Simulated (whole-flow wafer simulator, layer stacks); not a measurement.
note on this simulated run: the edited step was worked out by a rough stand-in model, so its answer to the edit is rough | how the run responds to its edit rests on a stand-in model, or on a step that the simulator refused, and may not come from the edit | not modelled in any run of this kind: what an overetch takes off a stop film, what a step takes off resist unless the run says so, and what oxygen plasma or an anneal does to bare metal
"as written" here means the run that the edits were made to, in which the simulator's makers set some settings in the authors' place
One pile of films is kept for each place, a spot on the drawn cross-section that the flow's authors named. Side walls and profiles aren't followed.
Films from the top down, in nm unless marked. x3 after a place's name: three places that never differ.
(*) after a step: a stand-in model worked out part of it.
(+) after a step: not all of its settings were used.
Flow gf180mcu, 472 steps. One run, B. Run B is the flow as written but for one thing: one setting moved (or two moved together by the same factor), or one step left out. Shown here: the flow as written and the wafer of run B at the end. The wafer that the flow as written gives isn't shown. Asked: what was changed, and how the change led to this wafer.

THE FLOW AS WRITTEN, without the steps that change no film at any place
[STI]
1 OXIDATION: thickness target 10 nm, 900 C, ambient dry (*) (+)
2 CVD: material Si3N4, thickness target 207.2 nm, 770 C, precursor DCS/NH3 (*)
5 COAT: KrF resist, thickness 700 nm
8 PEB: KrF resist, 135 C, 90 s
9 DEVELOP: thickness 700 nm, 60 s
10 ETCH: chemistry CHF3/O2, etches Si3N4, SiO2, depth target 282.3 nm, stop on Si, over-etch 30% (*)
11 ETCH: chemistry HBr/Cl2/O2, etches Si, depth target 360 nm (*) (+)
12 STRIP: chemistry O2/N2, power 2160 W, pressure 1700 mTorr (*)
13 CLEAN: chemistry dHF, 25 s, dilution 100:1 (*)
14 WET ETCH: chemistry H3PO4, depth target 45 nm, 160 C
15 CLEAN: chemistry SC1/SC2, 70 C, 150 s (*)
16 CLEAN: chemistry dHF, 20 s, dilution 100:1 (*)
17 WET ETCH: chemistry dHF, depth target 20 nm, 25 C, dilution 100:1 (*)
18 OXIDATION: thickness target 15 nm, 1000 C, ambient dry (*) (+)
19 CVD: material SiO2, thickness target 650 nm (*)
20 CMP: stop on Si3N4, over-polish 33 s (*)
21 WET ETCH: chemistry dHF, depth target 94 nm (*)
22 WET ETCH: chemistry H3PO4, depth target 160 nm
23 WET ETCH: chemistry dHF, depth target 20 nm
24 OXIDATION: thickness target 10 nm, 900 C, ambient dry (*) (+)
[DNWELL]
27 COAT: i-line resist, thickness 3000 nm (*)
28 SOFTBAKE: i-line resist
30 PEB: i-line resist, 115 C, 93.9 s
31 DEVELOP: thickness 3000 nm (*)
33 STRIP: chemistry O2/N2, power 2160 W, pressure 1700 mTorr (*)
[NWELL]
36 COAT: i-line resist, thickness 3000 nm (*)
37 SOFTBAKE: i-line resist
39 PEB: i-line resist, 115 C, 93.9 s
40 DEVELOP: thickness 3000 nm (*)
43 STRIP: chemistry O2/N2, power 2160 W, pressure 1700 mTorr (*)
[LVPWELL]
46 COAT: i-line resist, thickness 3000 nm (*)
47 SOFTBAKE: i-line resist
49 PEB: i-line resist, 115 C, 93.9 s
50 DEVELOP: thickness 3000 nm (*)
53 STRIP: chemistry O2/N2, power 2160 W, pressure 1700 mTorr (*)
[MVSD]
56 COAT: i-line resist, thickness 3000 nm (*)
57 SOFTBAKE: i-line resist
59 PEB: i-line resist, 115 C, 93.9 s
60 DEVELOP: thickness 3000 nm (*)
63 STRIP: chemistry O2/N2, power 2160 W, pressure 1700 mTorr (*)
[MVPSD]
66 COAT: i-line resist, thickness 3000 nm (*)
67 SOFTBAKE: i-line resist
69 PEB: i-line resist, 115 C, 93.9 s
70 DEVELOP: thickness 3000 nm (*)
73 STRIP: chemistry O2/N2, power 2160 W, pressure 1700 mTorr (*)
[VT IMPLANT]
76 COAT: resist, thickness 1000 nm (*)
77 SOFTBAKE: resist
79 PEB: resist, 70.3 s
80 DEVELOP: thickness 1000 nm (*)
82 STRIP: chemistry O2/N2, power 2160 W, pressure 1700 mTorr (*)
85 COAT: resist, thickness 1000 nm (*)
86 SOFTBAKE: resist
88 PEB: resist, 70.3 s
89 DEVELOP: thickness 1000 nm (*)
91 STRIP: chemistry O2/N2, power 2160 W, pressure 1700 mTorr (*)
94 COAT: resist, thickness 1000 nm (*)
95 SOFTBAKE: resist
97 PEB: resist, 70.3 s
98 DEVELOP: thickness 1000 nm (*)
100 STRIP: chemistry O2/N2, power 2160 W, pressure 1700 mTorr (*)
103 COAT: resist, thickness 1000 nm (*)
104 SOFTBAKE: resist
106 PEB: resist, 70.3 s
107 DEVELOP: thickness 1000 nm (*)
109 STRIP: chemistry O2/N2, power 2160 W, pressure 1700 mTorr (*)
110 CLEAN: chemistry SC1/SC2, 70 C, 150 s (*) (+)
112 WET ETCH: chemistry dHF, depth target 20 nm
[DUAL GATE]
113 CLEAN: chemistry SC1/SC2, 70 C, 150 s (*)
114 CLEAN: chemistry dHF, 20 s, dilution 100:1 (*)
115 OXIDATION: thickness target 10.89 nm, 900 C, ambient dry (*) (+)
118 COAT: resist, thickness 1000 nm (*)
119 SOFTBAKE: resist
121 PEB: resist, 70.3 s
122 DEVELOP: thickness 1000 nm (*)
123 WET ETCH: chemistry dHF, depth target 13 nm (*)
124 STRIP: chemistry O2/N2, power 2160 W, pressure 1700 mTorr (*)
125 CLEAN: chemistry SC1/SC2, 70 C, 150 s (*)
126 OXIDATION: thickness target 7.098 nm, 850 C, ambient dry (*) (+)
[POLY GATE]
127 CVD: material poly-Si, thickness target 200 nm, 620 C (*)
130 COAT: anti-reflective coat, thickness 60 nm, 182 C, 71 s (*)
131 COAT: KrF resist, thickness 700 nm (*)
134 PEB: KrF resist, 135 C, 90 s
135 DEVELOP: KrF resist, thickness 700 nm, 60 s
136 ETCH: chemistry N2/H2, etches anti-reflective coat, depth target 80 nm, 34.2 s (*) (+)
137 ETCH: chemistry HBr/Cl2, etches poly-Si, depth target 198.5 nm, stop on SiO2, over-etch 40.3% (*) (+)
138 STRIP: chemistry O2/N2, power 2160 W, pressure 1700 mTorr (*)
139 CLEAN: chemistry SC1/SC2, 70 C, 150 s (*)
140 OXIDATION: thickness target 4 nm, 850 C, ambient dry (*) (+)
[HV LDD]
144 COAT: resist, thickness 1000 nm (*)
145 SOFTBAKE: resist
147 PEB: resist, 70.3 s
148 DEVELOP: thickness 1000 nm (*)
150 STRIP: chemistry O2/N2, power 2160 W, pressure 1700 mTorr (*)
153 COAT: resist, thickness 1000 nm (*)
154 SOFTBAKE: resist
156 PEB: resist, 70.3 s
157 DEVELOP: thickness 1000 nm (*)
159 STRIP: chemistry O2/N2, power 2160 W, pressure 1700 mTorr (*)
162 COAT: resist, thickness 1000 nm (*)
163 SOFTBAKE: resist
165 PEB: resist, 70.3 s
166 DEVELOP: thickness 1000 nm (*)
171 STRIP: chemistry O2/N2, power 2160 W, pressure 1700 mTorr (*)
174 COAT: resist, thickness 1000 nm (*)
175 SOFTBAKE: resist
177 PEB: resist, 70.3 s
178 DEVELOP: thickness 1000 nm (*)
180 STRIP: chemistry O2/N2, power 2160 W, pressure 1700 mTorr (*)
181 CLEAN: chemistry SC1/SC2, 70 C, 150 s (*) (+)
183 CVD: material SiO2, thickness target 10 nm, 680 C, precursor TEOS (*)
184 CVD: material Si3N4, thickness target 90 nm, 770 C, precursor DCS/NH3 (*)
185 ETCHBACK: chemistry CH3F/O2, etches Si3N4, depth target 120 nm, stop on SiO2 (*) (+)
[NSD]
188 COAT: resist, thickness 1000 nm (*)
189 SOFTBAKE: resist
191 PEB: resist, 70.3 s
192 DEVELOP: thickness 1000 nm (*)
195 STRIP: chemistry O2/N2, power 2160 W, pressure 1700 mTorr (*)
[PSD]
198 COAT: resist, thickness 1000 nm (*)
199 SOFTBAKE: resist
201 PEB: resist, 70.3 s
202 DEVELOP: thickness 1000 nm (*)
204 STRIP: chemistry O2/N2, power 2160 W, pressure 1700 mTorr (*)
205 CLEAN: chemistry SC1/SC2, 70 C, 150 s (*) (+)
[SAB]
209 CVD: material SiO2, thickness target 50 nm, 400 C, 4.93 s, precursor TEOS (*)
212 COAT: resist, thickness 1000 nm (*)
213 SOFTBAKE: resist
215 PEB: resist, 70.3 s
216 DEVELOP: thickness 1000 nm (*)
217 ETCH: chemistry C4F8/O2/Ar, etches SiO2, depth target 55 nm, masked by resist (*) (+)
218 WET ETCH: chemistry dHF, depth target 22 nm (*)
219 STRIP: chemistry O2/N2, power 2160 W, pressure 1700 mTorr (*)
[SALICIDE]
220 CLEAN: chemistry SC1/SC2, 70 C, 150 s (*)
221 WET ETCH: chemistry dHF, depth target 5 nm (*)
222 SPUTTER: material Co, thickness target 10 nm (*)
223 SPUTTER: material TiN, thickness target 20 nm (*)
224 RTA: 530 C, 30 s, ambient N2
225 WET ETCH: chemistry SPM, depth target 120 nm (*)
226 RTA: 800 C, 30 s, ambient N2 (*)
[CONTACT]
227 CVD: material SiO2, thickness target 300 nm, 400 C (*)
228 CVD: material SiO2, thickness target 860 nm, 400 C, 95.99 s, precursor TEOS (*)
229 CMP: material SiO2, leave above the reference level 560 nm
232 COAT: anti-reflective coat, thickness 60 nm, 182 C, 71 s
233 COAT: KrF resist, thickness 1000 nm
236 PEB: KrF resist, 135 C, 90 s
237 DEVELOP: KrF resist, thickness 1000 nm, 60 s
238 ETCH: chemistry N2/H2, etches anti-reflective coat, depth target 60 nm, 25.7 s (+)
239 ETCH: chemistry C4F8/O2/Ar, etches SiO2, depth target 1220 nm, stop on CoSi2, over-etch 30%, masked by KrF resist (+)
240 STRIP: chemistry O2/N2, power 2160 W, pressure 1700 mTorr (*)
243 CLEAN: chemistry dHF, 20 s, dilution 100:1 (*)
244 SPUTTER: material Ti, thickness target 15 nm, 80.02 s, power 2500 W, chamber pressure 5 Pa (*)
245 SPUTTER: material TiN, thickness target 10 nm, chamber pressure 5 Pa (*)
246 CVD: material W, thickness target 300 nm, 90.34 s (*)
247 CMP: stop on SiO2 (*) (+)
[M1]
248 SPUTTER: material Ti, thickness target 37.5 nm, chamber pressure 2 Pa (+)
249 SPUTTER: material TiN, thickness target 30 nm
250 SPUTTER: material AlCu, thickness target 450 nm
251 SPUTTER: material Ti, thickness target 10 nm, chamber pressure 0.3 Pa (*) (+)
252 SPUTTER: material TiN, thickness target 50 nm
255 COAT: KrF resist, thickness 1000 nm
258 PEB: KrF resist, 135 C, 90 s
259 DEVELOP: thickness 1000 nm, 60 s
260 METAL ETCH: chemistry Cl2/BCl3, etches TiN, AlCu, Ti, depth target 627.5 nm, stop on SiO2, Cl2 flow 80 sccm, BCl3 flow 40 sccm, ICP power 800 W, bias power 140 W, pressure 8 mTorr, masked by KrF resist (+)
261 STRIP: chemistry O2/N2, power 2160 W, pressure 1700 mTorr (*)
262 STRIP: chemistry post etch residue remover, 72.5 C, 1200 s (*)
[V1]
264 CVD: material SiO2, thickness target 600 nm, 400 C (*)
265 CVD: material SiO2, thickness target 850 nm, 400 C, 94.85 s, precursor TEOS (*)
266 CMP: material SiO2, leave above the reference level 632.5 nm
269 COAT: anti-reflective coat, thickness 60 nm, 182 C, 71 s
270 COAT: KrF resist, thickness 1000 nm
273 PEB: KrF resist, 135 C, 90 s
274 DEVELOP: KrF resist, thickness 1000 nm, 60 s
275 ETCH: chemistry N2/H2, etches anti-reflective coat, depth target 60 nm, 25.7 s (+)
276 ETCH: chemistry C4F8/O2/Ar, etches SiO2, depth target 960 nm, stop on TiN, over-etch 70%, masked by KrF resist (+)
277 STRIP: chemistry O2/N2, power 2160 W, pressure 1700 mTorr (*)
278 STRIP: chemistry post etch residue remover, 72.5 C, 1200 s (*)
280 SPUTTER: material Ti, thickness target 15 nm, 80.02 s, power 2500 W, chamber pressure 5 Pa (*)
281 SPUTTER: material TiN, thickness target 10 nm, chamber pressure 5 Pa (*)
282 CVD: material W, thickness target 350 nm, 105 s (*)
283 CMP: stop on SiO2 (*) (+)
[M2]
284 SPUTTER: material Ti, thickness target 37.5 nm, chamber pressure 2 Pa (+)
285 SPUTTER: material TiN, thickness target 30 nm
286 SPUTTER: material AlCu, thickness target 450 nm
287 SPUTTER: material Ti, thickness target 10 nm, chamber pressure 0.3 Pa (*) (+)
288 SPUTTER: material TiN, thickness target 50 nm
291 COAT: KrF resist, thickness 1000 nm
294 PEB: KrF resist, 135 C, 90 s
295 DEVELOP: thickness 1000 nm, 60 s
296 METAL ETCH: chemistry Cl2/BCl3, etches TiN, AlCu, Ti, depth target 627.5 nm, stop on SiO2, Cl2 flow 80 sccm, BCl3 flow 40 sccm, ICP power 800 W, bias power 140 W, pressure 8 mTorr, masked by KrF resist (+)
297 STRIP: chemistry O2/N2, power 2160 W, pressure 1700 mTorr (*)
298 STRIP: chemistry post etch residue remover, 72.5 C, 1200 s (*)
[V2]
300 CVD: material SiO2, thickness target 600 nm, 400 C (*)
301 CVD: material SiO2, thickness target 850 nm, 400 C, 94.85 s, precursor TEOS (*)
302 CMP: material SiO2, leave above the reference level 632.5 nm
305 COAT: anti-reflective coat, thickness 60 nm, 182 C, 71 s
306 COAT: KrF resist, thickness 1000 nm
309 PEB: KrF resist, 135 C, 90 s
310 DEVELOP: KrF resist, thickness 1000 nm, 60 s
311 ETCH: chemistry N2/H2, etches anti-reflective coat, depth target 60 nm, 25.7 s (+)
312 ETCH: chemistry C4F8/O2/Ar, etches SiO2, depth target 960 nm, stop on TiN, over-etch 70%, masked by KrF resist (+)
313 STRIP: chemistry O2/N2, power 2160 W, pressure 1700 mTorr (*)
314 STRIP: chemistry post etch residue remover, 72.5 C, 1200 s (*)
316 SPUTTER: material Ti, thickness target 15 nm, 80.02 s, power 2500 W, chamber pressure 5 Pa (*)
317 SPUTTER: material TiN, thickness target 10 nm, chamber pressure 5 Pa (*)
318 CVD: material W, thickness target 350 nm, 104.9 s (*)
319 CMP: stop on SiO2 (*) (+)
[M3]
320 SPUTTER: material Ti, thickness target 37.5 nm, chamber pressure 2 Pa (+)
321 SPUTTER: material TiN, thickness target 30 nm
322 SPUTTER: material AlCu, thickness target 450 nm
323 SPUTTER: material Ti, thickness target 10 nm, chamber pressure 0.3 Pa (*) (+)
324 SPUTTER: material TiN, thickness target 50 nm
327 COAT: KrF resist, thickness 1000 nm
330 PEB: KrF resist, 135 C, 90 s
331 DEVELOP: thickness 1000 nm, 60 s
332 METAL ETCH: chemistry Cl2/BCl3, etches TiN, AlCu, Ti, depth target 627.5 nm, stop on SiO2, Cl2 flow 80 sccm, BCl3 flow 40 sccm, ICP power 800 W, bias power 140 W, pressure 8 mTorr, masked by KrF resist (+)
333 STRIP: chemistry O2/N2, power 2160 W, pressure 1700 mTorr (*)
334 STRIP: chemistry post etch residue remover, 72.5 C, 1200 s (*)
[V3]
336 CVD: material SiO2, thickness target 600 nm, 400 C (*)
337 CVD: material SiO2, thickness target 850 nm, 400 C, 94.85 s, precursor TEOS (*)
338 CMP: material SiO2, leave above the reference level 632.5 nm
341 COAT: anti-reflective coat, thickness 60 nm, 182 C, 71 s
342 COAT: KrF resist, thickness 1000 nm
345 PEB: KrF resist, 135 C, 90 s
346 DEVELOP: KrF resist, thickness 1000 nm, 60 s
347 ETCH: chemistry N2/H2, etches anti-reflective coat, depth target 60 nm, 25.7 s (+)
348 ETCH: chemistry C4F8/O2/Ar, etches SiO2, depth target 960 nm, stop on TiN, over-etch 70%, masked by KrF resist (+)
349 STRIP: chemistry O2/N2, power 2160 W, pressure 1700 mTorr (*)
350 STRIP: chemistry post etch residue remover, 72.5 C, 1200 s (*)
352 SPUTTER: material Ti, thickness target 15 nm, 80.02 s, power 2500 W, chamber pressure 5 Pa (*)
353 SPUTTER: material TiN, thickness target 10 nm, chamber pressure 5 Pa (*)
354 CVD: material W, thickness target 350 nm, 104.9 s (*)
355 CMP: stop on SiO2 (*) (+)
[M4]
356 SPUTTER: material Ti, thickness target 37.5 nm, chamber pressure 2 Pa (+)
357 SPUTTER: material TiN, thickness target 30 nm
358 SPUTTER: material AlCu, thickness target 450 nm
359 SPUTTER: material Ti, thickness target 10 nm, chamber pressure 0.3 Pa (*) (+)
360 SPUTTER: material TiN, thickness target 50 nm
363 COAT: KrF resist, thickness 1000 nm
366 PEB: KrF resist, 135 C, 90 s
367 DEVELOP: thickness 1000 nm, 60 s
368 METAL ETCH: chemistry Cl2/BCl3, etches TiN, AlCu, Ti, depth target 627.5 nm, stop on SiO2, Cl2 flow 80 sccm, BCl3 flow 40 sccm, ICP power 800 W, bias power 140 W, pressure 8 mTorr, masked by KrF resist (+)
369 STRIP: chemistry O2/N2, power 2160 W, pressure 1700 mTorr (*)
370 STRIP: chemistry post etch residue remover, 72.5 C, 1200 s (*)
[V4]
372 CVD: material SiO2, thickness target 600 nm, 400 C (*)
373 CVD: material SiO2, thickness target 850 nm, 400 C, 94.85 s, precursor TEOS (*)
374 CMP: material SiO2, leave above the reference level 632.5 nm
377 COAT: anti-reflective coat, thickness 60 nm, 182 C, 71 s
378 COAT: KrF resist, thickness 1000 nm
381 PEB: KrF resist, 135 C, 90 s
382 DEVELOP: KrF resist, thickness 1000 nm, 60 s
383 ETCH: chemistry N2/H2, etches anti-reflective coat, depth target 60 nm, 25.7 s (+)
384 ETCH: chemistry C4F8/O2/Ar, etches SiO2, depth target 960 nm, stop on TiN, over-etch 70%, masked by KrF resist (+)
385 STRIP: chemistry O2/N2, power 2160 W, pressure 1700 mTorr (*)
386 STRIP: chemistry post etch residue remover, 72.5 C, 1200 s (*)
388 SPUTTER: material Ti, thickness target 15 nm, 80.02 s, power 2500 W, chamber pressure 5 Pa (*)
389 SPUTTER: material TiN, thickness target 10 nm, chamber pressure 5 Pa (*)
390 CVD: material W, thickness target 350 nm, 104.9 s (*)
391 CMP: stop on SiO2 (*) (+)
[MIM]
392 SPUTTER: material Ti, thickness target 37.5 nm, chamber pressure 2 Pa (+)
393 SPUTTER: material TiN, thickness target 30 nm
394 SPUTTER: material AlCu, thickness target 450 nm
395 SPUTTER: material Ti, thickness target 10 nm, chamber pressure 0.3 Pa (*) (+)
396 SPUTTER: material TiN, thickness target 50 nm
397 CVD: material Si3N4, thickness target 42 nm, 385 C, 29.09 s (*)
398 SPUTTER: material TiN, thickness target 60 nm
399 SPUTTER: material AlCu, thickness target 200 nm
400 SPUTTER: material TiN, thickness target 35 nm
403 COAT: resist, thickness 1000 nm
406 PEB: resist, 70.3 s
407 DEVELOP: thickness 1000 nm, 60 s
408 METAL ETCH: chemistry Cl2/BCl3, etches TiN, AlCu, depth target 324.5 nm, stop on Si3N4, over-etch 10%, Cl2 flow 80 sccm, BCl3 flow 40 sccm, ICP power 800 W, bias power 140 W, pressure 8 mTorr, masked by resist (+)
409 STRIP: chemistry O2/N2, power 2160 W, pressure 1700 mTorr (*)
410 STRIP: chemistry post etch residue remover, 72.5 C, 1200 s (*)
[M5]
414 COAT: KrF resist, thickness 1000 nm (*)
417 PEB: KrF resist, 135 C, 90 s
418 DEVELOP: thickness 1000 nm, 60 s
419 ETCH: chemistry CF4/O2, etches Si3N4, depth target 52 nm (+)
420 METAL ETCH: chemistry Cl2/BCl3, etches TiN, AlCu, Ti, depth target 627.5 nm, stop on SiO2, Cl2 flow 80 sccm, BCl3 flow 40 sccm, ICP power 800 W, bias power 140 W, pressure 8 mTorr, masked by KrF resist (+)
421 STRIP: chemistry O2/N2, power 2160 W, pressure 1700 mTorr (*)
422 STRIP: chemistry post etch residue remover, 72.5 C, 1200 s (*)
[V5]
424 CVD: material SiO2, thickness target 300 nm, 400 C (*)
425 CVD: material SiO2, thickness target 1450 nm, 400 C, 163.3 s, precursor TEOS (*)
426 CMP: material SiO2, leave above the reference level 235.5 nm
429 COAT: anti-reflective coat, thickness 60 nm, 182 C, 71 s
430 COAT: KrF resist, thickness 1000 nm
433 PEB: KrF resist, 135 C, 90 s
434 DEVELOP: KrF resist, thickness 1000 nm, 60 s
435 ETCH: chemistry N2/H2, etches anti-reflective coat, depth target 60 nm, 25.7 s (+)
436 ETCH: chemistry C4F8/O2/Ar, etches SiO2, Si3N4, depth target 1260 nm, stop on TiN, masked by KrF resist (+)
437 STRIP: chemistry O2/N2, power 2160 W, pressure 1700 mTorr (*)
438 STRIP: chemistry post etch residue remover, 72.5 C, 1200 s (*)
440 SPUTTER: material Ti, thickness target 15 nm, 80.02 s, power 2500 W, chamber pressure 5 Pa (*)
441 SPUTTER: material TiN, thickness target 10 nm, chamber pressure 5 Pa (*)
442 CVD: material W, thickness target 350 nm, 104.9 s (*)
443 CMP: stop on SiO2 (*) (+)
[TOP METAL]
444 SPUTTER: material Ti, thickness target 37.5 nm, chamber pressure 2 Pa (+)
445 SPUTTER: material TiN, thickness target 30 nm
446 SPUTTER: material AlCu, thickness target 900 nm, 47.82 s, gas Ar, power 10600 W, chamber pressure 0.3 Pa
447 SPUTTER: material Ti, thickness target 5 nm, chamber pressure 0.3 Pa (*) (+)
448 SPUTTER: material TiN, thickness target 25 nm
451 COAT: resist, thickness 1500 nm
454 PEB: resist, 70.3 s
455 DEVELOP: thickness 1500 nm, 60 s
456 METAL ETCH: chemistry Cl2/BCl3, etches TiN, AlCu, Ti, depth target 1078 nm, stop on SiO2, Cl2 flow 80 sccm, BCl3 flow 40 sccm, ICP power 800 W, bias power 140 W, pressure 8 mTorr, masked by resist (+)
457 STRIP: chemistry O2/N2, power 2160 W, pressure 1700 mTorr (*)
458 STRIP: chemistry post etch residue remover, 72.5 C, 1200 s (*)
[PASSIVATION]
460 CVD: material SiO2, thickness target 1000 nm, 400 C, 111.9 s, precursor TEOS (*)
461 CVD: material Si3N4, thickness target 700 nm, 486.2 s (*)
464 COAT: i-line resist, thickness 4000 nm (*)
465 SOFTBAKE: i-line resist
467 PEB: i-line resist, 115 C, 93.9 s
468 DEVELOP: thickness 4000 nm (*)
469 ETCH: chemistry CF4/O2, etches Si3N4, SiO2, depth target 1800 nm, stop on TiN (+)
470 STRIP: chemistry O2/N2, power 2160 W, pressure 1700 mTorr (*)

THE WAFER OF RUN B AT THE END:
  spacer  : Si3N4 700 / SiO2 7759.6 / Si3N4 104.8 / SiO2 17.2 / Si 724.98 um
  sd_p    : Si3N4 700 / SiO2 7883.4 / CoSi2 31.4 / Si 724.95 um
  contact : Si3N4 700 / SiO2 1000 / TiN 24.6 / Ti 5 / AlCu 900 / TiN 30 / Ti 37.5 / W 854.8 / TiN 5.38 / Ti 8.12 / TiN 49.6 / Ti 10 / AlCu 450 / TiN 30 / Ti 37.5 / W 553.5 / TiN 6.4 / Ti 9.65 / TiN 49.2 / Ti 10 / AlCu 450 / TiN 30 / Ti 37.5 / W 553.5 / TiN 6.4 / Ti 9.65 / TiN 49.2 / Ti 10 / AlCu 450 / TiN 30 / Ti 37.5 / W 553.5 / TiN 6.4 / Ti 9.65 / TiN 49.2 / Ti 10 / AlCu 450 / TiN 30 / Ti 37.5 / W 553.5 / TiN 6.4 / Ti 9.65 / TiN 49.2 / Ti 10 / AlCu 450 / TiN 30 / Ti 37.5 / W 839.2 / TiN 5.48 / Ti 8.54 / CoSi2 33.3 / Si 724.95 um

The cause: step 184, CVD: thickness target 109 nm was run, where the flow has thickness target 90 nm.

How the change led to this, step by step:
  184 CVD: material Si3N4, thickness target 90 nm, 770 C, precursor DCS/NH3 (*)
      field, field__w1, field__w2 and 101 more: Si3N4 +109 (new film) (as written it would be: Si3N4 +90 (new film))
  185 ETCHBACK: chemistry CH3F/O2, etches Si3N4, depth target 120 nm, stop on SiO2 (*) (+)
      field, field__w1, field__w2 and 100 more: Si3N4 -109 (all of it), SiO2 -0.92 (as written it would be: Si3N4 -90 (all of it), SiO2 -2.5)
  189 SOFTBAKE: resist
      field__w9: resist -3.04 (as written it would be: resist +6.92)
      active_hv: resist -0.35 (as written it would be: resist +2.68)
      (and at 1 more place)
  199 SOFTBAKE: resist
      field__w9: resist -3.04 (as written it would be: resist +6.92)
      active_hv: resist -0.35 (as written it would be: resist +2.68)
      (and at 1 more place)
  209 CVD: material SiO2, thickness target 50 nm, 400 C, 4.93 s, precursor TEOS (*)
      ld_drift_p: SiO2 +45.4 (as written it would be: SiO2 +46.7)
      ld_drn_p: SiO2 +44.7 (as written it would be: SiO2 +46)
  213 SOFTBAKE: resist
      npoly_sal: nothing (as written it would be: resist -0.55)
      field__w5: resist +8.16 (as written it would be: resist +7.65)
      (and at 2 more places)
  218 WET ETCH: chemistry dHF, depth target 22 nm (*)
      gate, gate_hv, gate_p and 23 more: SiO2 -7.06 (all of it) (as written it would be: SiO2 -5.48 (all of it))
      active, p_well, sd_n, iso_ptap_pw, iso_ntap_nw, iso_ptap_sub, vpnp_e: SiO2 -10.6 (all of it) (as written it would be: SiO2 -9.01 (all of it))
      (and at 15 more places)
  223 SPUTTER: material TiN, thickness target 20 nm (*)
      field__w2: TiN +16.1 (new film) (as written it would be: TiN +17 (new film))
      field__w3: TiN +14.5 (new film) (as written it would be: TiN +15.7 (new film))
      (and at 3 more places)
  224 RTA: 530 C, 30 s, ambient N2
      ld_drn_p: under 1 film: CoSi +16 (new film), Co -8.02 (all of it), Si -14.5 (as written it would be: under 1 film: CoSi +16.7 (new film), Co -8.4 (all of it), Si -15.2)
  225 WET ETCH: chemistry SPM, depth target 120 nm (*)
      field__w2: TiN -16.1 (all of it), Co -8.3 (all of it) (as written it would be: TiN -17 (all of it), Co -8.65 (all of it))
      field__w3: TiN -14.5 (all of it), Co -7.58 (all of it) (as written it would be: TiN -15.7 (all of it), Co -8.06 (all of it))
      (and at 3 more places)
  226 RTA: 800 C, 30 s, ambient N2 (*)
      ld_sd_n: CoSi2 +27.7 (new film), CoSi -15.7 (all of it), Si -14.4 (as written it would be: CoSi2 +28.3 (new film), CoSi -16.1 (all of it), Si -14.7)
      ld_drn_n: CoSi2 +30.8 (new film), CoSi -17.5 (all of it), Si -16 (as written it would be: CoSi2 +31.5 (new film), CoSi -17.9 (all of it), Si -16.4)
      (and at 2 more places)
  229 CMP: material SiO2, leave above the reference level 560 nm
      spacer: SiO2 -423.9 (as written it would be: SiO2 -404.9)
